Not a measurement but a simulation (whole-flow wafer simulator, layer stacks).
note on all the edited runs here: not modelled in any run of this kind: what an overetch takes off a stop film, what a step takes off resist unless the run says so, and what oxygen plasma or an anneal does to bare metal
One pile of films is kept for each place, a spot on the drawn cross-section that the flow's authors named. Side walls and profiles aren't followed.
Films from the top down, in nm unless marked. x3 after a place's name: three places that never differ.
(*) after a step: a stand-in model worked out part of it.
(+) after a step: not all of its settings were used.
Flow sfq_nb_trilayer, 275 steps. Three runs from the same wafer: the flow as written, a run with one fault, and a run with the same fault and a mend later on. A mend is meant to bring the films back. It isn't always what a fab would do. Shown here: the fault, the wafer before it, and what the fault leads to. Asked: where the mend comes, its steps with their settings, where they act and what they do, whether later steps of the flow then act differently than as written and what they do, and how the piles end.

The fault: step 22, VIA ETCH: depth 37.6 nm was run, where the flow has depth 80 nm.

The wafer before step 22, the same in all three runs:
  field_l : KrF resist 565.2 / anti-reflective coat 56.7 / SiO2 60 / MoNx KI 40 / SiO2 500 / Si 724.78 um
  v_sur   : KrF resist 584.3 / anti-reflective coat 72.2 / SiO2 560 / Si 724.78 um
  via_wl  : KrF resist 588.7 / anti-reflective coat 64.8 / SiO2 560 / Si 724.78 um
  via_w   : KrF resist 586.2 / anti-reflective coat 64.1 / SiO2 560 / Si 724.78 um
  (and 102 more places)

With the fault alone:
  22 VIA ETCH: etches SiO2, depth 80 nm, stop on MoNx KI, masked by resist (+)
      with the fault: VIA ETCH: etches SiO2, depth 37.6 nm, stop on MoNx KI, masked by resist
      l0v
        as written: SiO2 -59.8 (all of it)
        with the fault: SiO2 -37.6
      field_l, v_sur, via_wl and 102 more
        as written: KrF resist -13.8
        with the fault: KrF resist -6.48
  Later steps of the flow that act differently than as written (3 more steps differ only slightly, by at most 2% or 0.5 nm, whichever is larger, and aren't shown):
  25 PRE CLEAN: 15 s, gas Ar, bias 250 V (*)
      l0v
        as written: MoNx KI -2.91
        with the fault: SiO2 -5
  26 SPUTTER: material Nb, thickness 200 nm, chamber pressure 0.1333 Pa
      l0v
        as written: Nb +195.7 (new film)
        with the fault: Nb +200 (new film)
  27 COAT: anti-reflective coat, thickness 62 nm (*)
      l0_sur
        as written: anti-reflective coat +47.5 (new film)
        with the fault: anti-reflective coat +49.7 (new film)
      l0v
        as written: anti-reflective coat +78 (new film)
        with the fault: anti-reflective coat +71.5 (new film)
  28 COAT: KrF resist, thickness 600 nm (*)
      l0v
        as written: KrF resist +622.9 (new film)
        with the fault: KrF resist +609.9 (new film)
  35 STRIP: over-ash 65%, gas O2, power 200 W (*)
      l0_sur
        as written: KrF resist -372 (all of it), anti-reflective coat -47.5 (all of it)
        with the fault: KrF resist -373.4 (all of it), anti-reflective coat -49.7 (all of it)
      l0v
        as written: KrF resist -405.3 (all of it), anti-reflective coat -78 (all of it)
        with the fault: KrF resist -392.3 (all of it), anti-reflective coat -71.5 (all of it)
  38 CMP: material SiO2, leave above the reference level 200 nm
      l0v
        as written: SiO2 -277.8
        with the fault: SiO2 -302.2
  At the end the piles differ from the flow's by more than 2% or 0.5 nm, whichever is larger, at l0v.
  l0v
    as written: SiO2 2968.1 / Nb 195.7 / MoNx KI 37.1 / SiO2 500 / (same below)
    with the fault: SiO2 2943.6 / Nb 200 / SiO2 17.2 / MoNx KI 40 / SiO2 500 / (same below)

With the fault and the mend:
  The mend comes after step 23.
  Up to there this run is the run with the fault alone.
  23a COAT: anti-reflective coat, thickness 62 nm (*) (the flow's step 15 once more)
      p4_fl x3, p4_w1 x9, p4_g1 x2 and 59 more
        anti-reflective coat +62 (new film)
      be, be_sur, gap, jj_sur, r_end, moat, field_r
        anti-reflective coat +63.7 (new film)
      ce_l, c5j, ce_r, sp_r, be_r, r_sur, res
        anti-reflective coat +63.6 (new film)
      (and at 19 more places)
  23b COAT: KrF resist, thickness 650 nm (*) (the flow's step 16 once more)
      p4_fl x3, p4_w1 x9, p4_g1 x2 and 59 more
        KrF resist +650 (new film)
      jj_sur, ce_l, c5j, ce_r, sp_r, be_r, r_sur, res
        KrF resist +656.8 (new film)
      l0r_line_l, l0r_line_c, l0r_line_r
        KrF resist +646 (new film)
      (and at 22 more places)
  23c SOFTBAKE: KrF resist (the flow's step 17 once more)
      changes no film at any place that is followed
  23d EXPOSE: photomask L0V, dose 12.41 mJ/cm2, NA 0.6, wavelength 248 nm (*) (the flow's step 18 once more)
      changes no film at any place that is followed
  23e PEB: KrF resist, 90 s (the flow's step 19 once more)
      p4_fl x3, p4_w1 x9, p4_g1 x2 and 59 more
        KrF resist -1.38
      via_v, wire, be and 16 more
        KrF resist -1.39
      v_sur, via_w, via_wr, via_sp, ln_m6, lsp_r, l0v
        KrF resist -1.4
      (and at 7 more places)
  23f DEVELOP: KrF resist, thickness 650 nm, 60 s (the flow's step 20 once more)
      field_l, v_sur, via_wl and 102 more
        KrF resist -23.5
      l0v
        KrF resist -659 (all of it)
  23g VIA ETCH: etches anti-reflective coat, depth 125 nm, masked by resist (*) (+) (the flow's step 21 once more)
      field_l, v_sur, via_wl and 102 more
        KrF resist -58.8
      l0v
        anti-reflective coat -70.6 (all of it), SiO2 -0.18
  23h VIA ETCH: etches SiO2, depth 42.4 nm, stop on MoNx KI, masked by resist (+) (the flow's step 22 once more, with other settings)
      field_l, v_sur, via_wl and 102 more
        KrF resist -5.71
      l0v
        SiO2 -22.1 (all of it)
  23i STRIP: over-ash 65%, gas O2, power 200 W (*) (the flow's step 23 once more)
      p4_fl x3, p4_w1 x9, p4_g1 x2 and 59 more
        KrF resist -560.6 (all of it), anti-reflective coat -62 (all of it)
      c5j, ce_r, sp_r, be_r, r_sur
        KrF resist -567.3 (all of it), anti-reflective coat -63.6 (all of it)
      gap, jj_sur, r_end
        KrF resist -567.4 (all of it), anti-reflective coat -63.7 (all of it)
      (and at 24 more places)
  No later step of the flow acts differently than as written at any place that is followed.
  At the end the piles are the same as the flow's at every place that both follow.
